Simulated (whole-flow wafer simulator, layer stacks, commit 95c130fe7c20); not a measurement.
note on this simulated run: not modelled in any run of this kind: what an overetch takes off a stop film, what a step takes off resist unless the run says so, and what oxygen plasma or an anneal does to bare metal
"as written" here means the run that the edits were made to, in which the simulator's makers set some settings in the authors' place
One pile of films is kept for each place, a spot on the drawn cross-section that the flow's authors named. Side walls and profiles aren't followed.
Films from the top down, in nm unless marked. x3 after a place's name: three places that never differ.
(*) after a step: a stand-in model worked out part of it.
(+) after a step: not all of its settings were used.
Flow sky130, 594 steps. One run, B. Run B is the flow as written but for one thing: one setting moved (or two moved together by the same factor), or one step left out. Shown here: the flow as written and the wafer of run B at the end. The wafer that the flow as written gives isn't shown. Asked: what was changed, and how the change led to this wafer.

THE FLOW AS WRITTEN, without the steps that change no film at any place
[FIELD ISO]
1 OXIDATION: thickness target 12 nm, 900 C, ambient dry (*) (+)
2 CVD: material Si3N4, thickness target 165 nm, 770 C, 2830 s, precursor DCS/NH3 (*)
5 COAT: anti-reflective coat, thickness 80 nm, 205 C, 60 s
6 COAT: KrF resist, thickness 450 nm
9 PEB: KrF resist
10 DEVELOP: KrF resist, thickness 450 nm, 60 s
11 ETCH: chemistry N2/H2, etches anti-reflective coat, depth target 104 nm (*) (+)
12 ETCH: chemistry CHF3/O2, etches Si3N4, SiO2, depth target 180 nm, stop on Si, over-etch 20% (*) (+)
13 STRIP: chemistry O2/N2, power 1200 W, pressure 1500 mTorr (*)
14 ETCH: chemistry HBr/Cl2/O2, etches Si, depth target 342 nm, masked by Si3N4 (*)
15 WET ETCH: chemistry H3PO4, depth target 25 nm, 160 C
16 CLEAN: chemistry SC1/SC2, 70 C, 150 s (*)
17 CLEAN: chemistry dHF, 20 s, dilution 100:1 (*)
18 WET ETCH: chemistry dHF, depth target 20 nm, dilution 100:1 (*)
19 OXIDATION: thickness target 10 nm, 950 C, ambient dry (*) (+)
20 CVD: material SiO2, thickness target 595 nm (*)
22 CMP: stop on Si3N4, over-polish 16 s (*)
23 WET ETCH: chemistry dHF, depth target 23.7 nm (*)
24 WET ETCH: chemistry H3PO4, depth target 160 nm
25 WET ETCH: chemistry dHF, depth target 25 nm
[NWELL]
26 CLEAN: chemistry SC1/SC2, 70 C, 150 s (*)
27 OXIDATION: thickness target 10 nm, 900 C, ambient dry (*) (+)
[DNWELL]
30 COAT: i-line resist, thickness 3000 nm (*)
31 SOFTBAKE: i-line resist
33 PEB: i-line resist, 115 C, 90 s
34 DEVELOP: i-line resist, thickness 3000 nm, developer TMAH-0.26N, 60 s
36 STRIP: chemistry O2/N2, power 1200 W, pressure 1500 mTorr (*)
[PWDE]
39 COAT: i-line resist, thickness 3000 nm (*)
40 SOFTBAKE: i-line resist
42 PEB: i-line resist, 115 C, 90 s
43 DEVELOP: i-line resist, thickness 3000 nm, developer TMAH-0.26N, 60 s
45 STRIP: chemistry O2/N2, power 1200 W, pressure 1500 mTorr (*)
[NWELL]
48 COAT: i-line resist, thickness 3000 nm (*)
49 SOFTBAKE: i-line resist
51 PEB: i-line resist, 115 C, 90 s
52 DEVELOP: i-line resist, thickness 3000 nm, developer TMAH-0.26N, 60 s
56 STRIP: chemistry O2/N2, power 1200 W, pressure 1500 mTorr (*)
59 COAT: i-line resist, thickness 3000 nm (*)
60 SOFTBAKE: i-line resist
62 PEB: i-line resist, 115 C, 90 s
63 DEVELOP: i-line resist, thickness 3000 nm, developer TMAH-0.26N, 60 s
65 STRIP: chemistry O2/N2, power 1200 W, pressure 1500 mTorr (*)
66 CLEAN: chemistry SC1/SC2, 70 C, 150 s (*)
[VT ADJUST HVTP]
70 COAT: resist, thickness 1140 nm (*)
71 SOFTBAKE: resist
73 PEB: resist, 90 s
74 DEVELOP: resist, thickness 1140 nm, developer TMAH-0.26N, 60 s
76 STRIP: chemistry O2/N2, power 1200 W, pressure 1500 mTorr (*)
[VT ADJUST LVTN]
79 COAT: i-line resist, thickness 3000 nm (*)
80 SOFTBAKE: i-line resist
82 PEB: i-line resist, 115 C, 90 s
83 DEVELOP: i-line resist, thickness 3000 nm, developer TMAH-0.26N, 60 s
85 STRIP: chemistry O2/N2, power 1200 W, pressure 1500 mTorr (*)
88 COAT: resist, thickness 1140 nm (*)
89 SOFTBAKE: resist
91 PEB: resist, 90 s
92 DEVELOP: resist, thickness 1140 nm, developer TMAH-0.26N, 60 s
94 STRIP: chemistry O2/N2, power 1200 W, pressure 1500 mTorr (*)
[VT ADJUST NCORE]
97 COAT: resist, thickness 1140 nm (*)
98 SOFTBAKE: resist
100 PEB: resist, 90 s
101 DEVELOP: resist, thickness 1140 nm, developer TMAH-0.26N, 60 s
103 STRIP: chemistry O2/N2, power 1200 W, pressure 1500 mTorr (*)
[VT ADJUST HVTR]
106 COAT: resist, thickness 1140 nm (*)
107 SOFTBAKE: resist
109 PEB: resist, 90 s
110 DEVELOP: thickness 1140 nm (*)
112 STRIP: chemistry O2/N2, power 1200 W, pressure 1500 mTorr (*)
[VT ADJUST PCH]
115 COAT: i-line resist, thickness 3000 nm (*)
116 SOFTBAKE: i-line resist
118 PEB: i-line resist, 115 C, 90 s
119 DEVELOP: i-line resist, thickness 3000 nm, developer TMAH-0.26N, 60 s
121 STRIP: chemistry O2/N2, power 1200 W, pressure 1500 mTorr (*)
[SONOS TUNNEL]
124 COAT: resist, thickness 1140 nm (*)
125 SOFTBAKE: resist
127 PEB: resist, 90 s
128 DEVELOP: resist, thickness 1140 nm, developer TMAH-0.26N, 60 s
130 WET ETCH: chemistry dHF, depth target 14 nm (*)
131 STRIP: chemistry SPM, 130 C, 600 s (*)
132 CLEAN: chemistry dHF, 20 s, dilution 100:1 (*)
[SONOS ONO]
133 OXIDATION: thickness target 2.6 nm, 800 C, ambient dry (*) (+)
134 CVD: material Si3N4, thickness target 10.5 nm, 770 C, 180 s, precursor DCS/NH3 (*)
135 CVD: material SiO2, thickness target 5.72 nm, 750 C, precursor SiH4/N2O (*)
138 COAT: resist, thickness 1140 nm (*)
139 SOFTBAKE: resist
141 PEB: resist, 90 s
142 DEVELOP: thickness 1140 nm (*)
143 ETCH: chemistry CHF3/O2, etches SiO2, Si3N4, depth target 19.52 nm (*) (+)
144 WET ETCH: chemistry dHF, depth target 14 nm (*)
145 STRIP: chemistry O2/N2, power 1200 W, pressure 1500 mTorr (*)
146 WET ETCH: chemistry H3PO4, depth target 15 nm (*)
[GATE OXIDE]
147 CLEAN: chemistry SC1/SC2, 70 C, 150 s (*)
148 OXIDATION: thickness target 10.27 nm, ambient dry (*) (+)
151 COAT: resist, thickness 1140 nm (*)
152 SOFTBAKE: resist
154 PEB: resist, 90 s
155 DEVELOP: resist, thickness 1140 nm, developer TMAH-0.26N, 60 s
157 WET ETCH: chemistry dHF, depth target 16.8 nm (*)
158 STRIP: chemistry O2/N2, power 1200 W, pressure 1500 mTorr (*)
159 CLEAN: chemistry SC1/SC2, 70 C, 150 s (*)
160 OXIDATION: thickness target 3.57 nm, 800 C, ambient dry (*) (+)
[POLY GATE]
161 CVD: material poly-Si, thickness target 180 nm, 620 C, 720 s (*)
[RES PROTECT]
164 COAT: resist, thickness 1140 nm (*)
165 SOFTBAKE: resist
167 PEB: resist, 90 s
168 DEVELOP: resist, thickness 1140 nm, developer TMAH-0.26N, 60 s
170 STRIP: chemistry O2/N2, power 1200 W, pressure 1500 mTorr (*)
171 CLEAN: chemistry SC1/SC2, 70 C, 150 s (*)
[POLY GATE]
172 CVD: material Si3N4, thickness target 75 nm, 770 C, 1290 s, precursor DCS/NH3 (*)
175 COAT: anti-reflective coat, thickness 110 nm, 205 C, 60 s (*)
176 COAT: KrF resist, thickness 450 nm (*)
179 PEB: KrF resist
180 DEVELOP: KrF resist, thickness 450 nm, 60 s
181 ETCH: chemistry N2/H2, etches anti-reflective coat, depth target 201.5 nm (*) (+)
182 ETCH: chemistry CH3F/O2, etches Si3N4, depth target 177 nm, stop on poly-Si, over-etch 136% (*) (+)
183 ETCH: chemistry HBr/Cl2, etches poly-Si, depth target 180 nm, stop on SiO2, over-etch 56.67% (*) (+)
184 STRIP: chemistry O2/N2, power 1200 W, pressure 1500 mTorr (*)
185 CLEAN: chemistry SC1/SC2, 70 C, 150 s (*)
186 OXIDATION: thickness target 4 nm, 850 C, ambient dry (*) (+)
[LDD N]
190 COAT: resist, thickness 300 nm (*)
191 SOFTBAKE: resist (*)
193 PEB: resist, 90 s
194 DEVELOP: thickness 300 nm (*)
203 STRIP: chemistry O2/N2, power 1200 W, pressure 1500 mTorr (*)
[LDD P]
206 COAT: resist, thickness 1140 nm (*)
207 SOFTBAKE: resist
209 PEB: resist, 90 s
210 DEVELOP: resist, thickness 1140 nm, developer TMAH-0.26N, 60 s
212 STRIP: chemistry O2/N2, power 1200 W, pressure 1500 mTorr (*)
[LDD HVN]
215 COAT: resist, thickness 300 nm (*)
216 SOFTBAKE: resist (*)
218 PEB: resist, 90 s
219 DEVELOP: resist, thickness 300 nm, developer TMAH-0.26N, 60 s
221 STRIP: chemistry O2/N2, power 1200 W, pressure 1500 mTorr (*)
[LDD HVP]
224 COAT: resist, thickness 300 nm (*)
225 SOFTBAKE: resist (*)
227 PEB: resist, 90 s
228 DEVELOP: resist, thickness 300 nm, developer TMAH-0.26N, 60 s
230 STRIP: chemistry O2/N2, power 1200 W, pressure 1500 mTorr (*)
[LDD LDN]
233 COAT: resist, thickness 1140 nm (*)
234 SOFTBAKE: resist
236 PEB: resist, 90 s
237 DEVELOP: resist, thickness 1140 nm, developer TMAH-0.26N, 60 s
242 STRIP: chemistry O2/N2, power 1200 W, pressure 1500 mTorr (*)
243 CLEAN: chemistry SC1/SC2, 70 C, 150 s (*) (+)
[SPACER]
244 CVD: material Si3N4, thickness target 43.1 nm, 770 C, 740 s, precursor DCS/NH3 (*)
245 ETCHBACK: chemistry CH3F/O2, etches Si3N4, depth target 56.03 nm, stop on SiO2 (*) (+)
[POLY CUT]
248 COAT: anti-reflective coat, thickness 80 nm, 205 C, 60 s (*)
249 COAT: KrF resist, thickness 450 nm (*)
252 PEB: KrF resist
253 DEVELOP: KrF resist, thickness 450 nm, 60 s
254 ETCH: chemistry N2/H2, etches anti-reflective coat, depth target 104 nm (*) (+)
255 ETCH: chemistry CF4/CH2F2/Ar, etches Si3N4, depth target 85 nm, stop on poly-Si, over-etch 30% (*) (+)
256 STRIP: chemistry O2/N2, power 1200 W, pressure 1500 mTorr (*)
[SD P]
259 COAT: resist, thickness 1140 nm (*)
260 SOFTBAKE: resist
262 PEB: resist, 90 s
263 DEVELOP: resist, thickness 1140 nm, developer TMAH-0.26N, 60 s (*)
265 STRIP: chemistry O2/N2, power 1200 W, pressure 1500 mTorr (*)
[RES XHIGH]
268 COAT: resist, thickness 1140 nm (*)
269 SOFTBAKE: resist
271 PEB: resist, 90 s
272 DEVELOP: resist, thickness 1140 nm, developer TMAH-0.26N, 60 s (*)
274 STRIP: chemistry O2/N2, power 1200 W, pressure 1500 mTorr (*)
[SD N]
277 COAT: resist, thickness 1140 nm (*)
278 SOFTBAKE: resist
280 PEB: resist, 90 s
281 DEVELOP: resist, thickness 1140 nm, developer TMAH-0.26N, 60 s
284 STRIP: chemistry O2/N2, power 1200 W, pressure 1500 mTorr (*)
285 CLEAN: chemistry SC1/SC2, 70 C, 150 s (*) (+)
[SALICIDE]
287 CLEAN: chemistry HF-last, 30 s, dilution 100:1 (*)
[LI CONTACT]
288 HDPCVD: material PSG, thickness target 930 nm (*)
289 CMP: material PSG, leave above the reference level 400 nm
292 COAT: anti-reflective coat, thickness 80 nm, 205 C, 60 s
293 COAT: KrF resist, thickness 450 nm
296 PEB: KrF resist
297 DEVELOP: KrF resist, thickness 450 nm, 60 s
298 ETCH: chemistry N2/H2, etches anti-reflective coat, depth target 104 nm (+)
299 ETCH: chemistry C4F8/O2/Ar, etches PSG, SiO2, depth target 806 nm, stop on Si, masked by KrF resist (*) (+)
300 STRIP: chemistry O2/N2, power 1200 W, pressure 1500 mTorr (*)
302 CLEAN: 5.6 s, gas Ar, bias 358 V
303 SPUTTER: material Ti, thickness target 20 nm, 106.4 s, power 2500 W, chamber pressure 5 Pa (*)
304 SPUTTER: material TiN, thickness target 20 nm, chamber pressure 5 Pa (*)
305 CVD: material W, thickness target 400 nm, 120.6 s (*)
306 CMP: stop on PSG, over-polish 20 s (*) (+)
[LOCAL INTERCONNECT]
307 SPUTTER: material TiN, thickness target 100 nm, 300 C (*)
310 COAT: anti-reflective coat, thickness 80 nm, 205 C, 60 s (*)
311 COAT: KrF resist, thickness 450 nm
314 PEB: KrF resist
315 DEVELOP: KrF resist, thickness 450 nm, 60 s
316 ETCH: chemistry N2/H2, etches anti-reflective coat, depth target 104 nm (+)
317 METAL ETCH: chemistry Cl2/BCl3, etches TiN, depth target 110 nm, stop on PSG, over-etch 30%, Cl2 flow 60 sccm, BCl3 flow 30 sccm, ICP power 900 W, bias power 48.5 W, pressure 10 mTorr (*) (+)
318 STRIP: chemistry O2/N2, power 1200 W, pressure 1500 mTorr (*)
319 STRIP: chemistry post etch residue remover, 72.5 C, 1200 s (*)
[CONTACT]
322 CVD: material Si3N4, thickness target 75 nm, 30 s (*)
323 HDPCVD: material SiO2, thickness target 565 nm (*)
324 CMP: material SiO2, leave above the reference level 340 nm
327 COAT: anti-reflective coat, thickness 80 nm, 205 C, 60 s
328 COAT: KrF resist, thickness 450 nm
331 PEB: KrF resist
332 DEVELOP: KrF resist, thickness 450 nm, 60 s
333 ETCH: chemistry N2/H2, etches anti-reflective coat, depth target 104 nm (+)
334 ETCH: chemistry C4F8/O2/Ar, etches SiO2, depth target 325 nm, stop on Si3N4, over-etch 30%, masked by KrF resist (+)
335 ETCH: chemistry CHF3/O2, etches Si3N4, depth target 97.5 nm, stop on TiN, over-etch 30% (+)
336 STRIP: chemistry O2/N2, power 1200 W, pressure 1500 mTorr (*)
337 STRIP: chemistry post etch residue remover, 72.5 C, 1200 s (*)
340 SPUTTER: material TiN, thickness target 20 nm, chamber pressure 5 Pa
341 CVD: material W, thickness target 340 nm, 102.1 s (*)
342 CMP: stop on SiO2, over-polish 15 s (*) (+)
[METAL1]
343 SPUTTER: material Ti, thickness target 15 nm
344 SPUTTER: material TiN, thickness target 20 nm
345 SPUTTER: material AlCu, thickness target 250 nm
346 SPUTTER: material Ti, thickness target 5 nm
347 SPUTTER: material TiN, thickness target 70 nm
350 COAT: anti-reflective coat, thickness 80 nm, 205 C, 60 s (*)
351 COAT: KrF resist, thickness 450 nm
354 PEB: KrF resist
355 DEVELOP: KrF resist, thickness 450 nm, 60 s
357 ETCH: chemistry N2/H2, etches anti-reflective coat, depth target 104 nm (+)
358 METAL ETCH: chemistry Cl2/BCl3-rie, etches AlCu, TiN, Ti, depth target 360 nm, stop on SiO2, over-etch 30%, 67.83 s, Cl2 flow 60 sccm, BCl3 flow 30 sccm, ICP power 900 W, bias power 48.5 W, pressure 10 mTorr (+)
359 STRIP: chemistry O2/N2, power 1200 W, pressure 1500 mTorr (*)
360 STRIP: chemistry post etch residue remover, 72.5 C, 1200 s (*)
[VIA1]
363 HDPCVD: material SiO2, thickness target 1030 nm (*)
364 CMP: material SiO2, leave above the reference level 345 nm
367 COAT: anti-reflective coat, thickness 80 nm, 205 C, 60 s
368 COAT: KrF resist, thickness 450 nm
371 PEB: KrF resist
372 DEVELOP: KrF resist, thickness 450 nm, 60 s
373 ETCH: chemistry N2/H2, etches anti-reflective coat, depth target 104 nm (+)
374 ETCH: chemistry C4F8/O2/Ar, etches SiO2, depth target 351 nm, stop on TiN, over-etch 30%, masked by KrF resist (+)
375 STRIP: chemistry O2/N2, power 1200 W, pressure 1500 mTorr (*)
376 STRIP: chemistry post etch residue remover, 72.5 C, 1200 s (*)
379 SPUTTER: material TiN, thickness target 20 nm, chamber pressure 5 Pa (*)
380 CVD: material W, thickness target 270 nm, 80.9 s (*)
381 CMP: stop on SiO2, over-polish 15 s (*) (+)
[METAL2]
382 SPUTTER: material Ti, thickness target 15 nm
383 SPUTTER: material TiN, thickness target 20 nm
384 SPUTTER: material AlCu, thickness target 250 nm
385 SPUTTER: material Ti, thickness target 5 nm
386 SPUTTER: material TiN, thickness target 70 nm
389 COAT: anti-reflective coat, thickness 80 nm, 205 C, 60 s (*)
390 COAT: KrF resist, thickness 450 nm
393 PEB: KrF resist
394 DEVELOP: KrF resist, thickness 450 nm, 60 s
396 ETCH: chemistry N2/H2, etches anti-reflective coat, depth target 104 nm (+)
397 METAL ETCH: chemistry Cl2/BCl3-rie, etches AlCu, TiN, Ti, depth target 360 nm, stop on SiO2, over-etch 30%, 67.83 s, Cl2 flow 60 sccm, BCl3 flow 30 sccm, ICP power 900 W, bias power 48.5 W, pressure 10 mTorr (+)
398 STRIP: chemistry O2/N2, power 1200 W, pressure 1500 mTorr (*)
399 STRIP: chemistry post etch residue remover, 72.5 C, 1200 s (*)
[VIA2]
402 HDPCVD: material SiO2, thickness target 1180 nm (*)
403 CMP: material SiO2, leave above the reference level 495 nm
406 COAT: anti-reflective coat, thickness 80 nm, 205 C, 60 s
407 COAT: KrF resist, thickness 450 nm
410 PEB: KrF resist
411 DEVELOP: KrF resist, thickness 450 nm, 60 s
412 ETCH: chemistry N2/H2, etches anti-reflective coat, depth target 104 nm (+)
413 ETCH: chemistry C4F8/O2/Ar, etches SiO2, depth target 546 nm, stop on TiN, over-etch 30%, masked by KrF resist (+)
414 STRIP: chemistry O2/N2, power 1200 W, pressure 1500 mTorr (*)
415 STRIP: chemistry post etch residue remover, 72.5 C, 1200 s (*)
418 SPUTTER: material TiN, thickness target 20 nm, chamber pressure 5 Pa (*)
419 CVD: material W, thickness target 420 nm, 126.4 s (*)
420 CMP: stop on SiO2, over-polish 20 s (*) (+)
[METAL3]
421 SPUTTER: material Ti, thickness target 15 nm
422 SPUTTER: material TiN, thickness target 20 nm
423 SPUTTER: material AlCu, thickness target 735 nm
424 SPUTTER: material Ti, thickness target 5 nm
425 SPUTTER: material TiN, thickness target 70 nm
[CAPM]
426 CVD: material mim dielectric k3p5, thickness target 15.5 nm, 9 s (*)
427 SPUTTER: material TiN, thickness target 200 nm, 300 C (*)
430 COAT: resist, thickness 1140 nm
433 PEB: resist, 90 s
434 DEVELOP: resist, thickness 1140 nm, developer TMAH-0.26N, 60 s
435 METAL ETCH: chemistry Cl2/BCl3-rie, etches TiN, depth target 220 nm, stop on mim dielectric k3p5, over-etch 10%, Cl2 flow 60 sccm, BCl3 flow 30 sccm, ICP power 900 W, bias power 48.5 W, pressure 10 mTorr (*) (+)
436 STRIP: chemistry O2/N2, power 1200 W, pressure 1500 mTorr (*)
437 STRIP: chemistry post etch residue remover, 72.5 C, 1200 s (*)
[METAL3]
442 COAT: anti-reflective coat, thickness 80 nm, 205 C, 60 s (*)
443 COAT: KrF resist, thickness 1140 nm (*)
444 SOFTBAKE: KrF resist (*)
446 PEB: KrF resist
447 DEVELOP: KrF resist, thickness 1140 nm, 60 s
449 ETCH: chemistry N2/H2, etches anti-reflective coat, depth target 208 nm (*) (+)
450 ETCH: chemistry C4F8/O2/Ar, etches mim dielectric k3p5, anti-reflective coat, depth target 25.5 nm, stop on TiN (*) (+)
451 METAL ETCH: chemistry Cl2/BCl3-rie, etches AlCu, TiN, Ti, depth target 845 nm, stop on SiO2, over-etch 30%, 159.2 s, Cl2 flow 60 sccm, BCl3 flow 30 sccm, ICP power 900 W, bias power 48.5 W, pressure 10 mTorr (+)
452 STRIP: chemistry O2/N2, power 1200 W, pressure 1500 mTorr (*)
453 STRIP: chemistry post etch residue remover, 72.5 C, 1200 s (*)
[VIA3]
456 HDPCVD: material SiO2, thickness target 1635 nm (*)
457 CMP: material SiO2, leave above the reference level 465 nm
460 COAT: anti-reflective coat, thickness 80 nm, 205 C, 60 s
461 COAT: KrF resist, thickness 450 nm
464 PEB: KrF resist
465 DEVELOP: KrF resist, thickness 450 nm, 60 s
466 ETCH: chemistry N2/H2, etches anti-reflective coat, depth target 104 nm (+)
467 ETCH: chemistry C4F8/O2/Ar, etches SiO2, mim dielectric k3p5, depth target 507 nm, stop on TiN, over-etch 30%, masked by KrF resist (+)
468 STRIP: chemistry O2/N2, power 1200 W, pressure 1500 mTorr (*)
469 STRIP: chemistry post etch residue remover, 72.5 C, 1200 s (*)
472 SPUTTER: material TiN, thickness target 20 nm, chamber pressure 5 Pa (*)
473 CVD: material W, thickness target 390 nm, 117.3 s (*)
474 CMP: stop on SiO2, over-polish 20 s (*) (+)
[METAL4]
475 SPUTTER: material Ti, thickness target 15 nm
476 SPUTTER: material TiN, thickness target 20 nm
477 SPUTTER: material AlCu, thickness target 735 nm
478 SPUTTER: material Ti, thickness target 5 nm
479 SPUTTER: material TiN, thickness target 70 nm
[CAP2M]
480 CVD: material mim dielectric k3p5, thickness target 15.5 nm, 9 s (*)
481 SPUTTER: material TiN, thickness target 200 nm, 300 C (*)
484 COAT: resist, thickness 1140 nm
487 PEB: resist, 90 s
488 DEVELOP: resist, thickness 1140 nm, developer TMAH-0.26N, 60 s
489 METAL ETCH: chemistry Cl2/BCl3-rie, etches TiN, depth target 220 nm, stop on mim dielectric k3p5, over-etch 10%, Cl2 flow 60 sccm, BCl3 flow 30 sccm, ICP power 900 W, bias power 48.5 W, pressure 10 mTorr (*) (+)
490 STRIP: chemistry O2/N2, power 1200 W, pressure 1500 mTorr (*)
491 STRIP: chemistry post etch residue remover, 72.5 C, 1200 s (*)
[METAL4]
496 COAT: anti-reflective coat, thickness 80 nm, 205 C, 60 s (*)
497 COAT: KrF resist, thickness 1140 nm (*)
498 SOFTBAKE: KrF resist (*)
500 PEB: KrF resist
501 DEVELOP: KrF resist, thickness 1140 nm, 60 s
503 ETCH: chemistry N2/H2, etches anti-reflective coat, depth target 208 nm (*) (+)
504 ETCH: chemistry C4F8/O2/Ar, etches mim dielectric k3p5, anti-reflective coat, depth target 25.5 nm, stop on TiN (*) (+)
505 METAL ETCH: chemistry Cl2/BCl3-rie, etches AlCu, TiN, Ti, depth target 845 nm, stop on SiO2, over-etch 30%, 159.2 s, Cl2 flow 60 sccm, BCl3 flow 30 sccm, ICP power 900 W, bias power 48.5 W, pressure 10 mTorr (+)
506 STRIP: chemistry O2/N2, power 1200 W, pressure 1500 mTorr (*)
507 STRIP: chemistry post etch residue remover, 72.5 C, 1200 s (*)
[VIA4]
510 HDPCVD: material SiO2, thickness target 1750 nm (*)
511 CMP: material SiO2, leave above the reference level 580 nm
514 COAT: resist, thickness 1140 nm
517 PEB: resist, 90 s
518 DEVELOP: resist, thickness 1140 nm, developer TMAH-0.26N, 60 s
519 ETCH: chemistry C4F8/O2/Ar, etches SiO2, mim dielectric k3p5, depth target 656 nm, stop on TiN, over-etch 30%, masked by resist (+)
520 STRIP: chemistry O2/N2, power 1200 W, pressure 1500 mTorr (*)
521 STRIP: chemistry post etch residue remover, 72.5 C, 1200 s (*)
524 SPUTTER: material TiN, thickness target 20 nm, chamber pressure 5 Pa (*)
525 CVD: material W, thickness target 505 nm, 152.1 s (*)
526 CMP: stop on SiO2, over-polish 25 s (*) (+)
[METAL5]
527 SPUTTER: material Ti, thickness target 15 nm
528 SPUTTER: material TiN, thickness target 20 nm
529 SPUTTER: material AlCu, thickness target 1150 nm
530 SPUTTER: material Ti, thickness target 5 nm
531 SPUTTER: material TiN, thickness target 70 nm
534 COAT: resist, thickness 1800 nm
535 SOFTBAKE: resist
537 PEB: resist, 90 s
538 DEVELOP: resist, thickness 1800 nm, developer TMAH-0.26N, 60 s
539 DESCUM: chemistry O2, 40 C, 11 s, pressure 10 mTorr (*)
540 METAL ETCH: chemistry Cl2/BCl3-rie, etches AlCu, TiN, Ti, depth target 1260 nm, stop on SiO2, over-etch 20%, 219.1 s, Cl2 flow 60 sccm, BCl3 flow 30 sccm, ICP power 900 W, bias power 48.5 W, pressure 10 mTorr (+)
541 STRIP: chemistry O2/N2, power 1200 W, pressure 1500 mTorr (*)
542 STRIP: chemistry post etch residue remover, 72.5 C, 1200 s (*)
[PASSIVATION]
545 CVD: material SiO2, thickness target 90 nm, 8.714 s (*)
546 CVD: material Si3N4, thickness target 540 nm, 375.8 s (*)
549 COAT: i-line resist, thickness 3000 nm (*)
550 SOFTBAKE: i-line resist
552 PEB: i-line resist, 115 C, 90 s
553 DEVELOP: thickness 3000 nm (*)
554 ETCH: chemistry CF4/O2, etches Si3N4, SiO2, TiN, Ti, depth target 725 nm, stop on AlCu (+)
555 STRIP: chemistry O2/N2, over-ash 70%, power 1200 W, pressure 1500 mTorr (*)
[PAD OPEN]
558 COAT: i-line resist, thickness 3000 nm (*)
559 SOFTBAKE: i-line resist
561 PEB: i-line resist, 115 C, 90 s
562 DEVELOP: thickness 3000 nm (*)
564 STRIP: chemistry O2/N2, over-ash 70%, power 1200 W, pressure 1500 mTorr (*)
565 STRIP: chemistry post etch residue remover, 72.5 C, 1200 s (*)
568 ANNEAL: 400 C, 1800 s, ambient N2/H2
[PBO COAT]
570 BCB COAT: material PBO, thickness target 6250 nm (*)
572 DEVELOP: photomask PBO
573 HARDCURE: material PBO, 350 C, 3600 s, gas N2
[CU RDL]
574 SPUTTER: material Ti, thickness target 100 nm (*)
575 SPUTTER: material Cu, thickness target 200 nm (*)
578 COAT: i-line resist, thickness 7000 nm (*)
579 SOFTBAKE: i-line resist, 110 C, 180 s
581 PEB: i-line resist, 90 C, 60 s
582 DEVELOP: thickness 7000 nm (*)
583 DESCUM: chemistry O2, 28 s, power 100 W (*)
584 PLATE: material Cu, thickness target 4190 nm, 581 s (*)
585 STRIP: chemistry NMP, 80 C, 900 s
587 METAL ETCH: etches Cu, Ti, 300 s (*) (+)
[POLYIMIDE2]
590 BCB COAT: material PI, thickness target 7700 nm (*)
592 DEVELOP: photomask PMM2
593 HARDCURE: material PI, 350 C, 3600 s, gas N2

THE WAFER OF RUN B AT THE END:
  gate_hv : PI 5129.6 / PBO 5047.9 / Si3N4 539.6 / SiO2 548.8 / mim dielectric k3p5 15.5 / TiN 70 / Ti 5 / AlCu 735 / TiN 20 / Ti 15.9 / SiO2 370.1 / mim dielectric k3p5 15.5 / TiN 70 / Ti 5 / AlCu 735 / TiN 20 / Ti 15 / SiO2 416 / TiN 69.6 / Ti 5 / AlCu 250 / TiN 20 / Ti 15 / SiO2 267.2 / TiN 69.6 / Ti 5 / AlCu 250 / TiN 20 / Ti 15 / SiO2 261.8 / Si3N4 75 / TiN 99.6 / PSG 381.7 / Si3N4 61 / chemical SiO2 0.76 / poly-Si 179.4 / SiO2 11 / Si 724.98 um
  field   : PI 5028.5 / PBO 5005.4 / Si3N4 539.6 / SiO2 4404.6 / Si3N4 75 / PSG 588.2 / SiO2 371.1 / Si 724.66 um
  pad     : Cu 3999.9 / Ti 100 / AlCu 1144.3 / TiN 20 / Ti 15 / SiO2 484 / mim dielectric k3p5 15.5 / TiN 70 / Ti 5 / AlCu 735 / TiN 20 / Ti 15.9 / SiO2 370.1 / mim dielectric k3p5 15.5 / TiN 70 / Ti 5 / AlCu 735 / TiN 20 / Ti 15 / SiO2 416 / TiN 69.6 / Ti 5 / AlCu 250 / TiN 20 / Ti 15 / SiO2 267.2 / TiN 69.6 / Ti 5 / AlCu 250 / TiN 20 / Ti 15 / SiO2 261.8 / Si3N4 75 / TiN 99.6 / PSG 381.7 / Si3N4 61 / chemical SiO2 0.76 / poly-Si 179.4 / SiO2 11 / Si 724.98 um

The cause: step 475, SPUTTER: thickness target 15.9 nm was run, where the flow has thickness target 15 nm.
It can be read off the wafer: gate_hv has Ti 15.9, and step 475 as written asks for 15 nm.

How the change led to this, step by step:
  475 SPUTTER: material Ti, thickness target 15 nm
      field, active, n_well and 189 more: Ti +15.9 (new film) (as written it would be: Ti +15 (new film))
  505 METAL ETCH: chemistry Cl2/BCl3-rie, etches AlCu, TiN, Ti, depth target 845 nm, stop on SiO2, over-etch 30%, 159.2 s, Cl2 flow 60 sccm, BCl3 flow 30 sccm, ICP power 900 W, bias power 48.5 W, pressure 10 mTorr (+)
      field, active, gate and 70 more: TiN -70 (all of it), Ti -5 (all of it), AlCu -735 (all of it), TiN -20 (all of it), Ti -15.9 (all of it), SiO2 -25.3 (as written it would be: TiN -70 (all of it), Ti -5 (all of it), AlCu -735 (all of it), TiN -20 (all of it), Ti -15 (all of it), SiO2 -25.4)
      vpp_iso1, mim_edge_plate, m1_ln and 12 more: TiN -70 (all of it), Ti -5 (all of it), AlCu -735 (all of it), TiN -20 (all of it), Ti -15.9 (all of it), SiO2 -25.3 (as written it would be: TiN -70 (all of it), Ti -5 (all of it), AlCu -735 (all of it), TiN -20 (all of it), Ti -15 (all of it), SiO2 -25.3)
